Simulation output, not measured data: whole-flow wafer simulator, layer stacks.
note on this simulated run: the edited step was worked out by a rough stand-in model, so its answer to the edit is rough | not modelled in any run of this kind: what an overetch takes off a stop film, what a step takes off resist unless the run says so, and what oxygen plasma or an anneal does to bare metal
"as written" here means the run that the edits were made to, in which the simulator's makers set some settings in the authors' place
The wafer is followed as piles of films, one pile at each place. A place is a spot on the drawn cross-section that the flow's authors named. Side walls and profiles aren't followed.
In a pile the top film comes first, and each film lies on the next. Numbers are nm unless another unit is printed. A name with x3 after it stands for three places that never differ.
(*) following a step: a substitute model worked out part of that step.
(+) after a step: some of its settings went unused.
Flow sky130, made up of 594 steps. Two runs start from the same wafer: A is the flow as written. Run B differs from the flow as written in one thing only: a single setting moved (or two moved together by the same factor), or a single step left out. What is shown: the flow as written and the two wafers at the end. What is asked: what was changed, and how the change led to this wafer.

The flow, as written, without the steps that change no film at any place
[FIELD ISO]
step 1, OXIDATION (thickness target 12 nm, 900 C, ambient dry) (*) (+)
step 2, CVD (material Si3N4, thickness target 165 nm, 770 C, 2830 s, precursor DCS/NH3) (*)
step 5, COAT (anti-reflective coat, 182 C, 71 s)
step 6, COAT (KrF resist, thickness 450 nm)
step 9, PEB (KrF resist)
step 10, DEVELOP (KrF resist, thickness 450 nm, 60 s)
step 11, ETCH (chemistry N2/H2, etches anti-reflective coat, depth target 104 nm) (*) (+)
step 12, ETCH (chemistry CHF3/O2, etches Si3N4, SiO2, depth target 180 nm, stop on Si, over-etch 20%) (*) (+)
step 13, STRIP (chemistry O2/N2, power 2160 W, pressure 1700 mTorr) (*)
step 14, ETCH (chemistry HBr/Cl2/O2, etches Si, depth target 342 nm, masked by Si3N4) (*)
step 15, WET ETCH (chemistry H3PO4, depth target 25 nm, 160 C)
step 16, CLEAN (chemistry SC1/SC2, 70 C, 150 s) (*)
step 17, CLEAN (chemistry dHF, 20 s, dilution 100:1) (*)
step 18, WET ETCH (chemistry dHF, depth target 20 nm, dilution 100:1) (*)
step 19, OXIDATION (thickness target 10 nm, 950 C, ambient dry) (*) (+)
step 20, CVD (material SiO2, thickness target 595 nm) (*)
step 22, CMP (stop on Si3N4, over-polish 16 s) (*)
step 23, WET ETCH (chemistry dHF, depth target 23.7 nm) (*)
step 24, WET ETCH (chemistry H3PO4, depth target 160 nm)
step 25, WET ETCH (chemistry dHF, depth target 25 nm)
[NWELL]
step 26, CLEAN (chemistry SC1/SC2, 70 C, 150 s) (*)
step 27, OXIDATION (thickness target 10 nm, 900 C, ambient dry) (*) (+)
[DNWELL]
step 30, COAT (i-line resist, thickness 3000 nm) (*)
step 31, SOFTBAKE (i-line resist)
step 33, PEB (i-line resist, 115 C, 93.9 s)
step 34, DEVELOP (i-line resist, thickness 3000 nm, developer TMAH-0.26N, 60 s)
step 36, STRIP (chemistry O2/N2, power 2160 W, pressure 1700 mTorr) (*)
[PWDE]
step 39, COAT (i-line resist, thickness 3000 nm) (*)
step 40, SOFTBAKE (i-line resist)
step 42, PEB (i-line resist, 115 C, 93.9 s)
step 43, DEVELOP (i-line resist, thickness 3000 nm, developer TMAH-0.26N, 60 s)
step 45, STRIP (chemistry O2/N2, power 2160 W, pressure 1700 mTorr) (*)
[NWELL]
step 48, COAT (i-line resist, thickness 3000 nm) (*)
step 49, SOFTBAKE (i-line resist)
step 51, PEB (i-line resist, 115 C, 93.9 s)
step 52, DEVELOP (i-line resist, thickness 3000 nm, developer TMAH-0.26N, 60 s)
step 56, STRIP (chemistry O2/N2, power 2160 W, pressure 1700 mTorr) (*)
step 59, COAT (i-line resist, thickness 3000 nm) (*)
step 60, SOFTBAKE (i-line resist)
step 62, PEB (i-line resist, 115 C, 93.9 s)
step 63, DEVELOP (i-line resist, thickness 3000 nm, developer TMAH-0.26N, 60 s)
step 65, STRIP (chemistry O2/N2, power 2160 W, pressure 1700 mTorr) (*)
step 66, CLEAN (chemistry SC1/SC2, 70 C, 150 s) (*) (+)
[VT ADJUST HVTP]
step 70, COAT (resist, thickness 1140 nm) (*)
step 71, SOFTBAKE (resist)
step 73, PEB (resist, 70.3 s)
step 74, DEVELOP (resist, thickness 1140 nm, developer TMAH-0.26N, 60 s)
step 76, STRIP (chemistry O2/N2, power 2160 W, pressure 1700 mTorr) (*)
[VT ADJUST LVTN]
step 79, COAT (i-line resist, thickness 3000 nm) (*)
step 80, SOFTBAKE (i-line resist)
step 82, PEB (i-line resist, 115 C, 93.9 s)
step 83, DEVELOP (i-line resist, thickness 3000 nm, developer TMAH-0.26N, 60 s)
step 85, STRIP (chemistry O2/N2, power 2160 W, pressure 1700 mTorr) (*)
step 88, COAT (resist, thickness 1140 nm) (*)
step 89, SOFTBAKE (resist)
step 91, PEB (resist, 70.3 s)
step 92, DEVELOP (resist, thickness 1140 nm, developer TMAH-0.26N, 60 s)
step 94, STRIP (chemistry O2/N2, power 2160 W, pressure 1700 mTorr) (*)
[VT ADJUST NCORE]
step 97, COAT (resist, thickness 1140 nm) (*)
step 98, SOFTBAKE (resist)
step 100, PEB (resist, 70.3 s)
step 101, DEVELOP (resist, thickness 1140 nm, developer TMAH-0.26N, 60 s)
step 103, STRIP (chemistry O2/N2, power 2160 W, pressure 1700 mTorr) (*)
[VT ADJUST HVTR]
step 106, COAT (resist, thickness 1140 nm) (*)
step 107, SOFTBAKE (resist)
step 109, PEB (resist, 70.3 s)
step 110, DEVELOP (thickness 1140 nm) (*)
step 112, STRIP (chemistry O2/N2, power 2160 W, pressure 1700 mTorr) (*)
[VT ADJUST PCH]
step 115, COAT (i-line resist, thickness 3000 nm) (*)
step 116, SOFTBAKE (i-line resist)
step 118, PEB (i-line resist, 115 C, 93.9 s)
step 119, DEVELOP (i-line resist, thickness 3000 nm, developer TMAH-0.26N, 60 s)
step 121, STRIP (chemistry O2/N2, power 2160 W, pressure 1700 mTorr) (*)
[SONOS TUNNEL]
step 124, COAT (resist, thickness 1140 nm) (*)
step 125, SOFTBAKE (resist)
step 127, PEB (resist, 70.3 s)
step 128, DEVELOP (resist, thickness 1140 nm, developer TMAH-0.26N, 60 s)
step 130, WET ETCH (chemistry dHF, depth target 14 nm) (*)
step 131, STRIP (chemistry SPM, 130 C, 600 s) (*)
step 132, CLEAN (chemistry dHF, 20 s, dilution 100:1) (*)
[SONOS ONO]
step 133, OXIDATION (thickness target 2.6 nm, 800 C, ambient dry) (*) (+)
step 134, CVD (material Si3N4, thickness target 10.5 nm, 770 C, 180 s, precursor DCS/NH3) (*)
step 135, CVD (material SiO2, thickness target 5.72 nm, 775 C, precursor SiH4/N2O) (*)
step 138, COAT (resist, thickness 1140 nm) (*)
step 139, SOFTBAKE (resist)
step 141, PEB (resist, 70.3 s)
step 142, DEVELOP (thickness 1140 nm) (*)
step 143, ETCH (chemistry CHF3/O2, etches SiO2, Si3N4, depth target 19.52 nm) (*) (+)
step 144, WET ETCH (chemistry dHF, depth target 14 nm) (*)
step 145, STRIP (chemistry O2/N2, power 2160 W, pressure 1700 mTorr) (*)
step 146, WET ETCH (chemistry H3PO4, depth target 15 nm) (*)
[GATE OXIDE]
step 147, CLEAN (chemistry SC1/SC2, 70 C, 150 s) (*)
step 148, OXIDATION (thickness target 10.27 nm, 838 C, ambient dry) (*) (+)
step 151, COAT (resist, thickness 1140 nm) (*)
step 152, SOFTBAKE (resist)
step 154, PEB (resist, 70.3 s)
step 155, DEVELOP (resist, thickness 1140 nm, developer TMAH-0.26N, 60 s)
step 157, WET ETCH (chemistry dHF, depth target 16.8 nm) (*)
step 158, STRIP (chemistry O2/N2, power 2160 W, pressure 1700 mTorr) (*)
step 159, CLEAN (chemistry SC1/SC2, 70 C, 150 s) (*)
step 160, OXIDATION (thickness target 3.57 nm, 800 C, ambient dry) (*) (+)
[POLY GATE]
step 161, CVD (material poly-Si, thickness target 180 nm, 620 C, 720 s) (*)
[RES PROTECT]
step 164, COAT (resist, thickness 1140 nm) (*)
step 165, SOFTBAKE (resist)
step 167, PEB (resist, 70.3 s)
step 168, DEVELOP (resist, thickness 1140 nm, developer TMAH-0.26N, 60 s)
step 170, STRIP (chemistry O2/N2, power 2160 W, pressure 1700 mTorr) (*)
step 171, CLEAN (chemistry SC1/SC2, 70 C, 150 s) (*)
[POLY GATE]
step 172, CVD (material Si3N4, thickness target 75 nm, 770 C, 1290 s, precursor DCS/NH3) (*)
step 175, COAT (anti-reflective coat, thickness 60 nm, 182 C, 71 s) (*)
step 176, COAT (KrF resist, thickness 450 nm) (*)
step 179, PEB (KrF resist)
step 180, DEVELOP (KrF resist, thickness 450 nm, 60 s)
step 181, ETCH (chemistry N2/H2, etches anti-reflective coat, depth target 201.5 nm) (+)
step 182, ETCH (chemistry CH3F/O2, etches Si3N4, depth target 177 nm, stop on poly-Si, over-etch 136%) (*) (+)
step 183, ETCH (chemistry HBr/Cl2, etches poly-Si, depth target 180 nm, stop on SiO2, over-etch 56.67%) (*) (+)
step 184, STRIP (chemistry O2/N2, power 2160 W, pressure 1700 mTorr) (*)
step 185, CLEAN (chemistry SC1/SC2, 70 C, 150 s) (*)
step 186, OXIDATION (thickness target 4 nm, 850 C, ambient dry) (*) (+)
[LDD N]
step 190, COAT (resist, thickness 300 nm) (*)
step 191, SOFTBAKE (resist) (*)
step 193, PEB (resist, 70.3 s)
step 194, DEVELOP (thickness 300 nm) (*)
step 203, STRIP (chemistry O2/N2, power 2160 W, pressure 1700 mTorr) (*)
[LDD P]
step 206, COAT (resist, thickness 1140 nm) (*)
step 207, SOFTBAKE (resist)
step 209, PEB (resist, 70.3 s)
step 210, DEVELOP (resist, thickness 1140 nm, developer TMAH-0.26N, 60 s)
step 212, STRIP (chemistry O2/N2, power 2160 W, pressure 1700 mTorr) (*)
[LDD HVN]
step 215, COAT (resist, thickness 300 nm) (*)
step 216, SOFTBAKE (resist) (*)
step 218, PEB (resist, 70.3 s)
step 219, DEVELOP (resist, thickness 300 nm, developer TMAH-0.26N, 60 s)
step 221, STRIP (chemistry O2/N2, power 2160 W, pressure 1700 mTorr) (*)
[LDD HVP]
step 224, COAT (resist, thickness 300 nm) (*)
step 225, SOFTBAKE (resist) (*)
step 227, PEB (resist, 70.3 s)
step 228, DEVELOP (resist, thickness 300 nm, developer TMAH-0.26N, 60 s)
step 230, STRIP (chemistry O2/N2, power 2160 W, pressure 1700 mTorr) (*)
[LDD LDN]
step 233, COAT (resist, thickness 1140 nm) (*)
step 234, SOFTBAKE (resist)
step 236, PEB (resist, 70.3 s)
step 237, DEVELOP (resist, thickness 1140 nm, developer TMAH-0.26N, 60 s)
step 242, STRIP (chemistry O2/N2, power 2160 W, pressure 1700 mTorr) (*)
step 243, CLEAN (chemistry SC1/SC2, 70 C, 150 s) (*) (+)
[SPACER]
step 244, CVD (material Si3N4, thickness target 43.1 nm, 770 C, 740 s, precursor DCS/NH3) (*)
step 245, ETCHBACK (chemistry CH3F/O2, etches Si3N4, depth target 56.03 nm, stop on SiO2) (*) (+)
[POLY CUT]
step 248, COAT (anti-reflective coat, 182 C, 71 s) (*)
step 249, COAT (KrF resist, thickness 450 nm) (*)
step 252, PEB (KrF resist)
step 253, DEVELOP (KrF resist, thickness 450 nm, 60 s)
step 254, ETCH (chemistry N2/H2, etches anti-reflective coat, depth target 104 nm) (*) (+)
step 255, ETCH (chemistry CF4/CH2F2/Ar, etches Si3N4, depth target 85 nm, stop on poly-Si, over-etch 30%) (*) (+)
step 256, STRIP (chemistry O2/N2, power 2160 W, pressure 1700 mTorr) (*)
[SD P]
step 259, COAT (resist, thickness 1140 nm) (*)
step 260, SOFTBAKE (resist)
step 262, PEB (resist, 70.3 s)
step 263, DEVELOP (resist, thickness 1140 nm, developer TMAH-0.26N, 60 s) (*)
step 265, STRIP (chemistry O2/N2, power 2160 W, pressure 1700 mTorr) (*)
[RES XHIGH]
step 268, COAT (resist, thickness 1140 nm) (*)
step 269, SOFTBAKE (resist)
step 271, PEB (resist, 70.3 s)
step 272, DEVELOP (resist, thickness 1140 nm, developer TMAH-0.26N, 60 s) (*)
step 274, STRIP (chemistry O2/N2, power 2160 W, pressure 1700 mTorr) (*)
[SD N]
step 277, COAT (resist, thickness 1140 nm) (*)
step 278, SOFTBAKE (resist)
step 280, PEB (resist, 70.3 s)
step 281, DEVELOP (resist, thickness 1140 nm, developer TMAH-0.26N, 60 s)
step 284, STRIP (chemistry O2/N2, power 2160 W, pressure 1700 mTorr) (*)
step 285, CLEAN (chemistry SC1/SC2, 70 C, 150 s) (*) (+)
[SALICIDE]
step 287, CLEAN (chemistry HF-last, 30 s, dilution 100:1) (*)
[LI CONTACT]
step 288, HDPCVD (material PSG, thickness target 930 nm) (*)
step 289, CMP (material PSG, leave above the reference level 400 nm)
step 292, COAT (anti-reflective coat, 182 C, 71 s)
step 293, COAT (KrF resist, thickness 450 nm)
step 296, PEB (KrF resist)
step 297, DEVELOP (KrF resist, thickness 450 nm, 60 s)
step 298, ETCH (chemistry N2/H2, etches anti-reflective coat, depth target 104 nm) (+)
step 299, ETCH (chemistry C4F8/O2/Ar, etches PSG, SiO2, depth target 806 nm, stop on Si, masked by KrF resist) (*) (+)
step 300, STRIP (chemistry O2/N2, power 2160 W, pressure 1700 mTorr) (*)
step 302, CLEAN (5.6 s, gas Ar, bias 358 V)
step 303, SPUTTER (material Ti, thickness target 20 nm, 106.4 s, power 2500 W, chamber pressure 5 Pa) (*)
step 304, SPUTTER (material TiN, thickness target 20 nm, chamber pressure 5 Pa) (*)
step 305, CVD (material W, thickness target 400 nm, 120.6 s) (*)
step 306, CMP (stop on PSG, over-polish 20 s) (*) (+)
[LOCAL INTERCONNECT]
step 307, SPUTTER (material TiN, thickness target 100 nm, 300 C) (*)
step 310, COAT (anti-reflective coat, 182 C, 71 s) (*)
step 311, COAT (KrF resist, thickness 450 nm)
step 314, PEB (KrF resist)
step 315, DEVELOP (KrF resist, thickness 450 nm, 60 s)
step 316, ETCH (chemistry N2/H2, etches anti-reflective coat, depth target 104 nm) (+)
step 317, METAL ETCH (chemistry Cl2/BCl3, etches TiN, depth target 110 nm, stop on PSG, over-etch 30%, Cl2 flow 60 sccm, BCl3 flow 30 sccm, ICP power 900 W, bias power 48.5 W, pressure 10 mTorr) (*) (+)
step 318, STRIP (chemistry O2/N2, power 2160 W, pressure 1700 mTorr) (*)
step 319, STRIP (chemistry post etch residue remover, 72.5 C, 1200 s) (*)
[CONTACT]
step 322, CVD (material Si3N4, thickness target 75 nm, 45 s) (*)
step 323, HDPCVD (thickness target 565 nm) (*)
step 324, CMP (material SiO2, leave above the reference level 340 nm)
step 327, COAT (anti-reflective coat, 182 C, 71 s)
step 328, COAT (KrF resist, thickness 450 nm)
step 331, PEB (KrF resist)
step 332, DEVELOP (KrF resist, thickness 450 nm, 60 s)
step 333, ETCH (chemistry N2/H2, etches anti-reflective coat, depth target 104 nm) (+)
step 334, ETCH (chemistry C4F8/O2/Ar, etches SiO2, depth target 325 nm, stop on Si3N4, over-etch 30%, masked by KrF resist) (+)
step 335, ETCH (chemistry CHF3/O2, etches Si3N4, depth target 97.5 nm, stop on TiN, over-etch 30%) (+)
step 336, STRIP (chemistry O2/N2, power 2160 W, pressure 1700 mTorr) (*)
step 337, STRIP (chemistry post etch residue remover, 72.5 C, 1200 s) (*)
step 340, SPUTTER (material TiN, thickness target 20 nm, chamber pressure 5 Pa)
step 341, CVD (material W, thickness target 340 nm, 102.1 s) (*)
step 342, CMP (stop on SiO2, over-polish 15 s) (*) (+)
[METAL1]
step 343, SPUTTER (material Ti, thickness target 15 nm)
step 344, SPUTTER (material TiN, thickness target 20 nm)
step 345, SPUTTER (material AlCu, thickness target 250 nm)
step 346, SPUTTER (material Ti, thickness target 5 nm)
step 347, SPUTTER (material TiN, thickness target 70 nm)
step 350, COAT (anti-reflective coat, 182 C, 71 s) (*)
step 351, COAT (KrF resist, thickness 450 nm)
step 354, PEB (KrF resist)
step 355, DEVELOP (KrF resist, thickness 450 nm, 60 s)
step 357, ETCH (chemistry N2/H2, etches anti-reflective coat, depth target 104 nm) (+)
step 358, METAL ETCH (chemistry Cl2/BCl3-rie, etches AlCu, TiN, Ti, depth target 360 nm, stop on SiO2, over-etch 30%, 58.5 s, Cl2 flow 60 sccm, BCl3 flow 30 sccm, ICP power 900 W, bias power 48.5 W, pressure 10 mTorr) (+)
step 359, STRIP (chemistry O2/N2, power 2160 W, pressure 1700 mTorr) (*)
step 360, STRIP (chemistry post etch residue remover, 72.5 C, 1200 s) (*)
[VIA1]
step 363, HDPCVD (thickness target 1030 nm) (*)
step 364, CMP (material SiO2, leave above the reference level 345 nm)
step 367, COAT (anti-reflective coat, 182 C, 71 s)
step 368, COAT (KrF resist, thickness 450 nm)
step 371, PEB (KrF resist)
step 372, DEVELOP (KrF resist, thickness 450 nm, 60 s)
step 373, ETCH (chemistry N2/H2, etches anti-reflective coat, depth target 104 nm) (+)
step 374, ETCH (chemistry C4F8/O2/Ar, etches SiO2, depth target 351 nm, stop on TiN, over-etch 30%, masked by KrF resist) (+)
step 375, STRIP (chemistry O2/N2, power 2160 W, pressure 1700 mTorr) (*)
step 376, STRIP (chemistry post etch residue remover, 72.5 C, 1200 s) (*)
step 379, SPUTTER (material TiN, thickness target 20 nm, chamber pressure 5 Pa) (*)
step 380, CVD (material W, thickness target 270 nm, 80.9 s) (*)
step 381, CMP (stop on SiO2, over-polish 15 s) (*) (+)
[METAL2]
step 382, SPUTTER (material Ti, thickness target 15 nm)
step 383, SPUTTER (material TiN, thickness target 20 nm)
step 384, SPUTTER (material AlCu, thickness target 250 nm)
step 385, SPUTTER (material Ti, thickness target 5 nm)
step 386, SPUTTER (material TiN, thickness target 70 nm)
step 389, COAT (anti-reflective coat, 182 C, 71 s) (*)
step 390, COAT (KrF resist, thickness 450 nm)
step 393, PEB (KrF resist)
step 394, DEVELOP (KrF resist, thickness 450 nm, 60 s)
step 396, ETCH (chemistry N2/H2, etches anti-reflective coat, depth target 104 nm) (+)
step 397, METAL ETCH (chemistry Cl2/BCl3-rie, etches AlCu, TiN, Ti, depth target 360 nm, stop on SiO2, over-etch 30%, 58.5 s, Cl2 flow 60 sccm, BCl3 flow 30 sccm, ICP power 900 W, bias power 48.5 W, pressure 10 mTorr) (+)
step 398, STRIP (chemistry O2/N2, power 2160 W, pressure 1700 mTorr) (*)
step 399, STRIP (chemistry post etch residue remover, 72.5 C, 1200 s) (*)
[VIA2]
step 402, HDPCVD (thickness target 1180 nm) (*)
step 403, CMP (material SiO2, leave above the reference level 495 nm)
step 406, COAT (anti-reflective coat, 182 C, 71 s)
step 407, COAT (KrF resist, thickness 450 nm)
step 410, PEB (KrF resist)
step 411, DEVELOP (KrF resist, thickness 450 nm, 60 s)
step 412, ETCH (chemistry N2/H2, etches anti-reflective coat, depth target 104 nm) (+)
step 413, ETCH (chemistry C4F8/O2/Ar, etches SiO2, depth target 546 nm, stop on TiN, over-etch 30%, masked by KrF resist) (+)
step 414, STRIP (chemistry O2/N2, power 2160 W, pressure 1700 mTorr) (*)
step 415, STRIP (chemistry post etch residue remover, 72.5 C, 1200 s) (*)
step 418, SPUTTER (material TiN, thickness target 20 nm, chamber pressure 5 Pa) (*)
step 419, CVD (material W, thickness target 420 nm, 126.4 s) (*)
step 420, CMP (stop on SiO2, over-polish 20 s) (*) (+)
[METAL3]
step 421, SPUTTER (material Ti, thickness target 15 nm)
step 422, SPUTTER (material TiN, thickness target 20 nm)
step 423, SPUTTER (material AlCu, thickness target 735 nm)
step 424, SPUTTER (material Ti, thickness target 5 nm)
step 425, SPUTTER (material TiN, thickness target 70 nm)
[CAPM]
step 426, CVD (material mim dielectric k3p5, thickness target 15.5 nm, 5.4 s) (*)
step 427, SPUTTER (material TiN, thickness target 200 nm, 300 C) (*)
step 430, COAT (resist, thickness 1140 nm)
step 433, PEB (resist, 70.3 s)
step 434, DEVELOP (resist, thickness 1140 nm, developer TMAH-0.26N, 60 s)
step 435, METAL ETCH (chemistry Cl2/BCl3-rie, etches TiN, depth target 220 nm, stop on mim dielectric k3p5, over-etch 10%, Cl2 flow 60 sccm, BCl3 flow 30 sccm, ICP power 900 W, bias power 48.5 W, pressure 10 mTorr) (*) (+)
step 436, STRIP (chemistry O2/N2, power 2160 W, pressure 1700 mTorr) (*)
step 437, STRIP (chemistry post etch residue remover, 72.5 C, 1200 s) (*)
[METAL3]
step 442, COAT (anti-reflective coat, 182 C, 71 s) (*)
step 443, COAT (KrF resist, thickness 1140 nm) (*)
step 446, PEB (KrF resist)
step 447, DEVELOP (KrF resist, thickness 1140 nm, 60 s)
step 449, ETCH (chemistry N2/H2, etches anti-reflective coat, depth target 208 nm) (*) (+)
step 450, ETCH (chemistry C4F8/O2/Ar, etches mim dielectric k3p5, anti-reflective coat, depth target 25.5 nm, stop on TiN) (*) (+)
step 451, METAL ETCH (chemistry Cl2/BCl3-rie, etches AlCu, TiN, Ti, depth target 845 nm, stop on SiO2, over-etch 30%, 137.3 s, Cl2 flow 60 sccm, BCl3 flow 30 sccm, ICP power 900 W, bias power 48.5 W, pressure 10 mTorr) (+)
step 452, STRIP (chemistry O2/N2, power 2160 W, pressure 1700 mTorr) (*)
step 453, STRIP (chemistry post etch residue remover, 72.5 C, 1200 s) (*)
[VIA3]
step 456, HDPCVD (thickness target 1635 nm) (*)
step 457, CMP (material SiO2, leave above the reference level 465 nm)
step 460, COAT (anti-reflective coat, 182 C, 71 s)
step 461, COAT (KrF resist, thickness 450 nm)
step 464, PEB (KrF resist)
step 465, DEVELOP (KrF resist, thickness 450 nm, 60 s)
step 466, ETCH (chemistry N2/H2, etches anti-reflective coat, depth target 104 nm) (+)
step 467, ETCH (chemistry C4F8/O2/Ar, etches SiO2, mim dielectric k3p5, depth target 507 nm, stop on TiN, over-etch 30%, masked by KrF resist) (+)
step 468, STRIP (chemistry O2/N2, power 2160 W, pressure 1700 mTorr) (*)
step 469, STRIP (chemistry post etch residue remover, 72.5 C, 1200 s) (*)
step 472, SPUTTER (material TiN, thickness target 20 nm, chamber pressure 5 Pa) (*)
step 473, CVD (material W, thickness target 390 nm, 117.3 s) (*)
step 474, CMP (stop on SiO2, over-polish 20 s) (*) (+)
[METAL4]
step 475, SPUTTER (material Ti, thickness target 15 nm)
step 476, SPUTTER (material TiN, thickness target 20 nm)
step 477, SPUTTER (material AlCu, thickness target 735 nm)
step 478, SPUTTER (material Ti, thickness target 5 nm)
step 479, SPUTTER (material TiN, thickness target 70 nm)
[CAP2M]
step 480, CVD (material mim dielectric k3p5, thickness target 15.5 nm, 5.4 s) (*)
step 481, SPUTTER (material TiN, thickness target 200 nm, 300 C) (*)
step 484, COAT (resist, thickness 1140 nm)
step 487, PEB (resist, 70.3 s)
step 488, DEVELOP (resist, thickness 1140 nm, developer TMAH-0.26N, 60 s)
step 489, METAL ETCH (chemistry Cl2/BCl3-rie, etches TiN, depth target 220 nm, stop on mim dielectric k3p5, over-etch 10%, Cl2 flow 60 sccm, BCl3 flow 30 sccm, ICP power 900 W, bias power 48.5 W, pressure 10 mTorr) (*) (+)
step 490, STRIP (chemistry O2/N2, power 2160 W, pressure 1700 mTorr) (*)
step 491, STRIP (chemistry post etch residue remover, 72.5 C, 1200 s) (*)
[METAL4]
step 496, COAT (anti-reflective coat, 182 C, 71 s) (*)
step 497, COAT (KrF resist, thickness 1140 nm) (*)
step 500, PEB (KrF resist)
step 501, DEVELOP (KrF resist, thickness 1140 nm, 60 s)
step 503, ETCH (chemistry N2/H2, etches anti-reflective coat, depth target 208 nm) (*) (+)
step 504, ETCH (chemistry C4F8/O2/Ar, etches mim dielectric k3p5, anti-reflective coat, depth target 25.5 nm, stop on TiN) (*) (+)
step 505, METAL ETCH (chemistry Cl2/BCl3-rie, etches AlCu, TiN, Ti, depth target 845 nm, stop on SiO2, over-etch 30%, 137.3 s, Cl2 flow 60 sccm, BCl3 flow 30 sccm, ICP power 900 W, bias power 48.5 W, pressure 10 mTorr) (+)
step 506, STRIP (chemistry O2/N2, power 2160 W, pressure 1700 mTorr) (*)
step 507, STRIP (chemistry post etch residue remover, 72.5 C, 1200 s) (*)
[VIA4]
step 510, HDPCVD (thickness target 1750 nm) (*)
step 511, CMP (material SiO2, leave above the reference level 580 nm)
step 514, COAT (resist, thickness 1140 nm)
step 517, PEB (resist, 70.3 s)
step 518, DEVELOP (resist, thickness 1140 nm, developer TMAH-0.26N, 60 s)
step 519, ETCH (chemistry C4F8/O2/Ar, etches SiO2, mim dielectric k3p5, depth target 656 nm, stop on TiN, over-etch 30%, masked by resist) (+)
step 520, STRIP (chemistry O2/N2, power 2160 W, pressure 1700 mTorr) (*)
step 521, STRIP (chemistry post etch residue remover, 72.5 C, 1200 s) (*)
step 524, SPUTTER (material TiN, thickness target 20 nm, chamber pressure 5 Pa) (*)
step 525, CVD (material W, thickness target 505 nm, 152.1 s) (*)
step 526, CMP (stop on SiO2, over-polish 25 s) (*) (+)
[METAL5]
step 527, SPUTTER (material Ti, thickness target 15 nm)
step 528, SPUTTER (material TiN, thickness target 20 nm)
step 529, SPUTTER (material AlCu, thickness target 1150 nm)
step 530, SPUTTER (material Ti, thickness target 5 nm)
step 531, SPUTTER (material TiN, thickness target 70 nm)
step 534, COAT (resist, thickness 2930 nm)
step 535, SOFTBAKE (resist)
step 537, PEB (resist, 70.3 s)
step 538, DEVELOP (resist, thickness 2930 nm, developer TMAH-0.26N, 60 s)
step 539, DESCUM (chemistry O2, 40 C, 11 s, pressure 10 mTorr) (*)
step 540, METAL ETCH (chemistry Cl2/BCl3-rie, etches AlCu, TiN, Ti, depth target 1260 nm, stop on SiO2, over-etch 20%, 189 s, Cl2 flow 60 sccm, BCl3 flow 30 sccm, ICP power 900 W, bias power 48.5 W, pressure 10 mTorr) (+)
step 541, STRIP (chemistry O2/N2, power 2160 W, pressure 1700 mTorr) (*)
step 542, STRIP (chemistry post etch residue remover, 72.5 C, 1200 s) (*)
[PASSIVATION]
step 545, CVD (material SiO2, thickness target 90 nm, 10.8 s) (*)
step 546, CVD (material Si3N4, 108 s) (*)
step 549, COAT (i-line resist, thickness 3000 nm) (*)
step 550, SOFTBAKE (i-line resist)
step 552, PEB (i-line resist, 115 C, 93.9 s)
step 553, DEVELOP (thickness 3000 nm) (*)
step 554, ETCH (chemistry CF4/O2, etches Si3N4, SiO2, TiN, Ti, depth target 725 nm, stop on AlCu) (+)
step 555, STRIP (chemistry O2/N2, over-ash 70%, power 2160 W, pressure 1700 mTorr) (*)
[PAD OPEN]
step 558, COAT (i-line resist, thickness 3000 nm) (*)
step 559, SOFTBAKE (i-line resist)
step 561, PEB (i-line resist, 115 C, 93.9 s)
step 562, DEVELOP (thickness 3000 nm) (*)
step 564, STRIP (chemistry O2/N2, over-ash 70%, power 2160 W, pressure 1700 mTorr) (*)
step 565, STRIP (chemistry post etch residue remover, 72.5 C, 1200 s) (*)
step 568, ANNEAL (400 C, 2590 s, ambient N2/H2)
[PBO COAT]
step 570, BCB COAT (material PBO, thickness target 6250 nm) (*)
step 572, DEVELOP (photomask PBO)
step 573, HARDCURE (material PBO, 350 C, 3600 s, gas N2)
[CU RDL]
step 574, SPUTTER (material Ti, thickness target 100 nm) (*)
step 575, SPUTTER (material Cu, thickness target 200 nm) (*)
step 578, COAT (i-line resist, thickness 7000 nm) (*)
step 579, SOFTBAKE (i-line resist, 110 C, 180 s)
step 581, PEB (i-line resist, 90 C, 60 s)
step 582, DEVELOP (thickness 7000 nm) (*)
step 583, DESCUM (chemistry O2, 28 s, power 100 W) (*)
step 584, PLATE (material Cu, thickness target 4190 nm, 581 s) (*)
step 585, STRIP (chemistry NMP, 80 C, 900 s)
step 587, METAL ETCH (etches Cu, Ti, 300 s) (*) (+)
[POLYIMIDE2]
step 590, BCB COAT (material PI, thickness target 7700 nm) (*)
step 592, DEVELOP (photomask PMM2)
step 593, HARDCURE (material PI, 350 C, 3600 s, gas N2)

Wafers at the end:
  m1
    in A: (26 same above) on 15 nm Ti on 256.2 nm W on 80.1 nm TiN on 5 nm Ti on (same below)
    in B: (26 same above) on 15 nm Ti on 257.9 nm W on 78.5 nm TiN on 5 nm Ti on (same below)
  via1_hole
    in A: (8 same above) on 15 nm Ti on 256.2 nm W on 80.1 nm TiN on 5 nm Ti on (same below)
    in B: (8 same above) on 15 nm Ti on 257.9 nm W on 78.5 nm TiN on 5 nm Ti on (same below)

Cause: step 379, SPUTTER: thickness target 17 nm was run, while the flow as written has thickness target 20 nm.

How this came from the change, step by step:
  step 379, SPUTTER (material TiN, thickness target 20 nm, chamber pressure 5 Pa) (*)
      field, active, n_well and 186 more: A TiN gains 20 (new film) | B TiN gains 17 (new film)
      m1: A TiN gains 11 | B TiN gains 9.33
      (as well as at 1 more place)
  step 381, CMP (stop on SiO2, over-polish 15 s) (*) (+)
      field, active, n_well and 186 more: A W loses 270 (all of it), TiN loses 20 (all of it), SiO2 loses 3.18 | B W loses 270 (all of it), TiN loses 17 (all of it), SiO2 loses 3.18
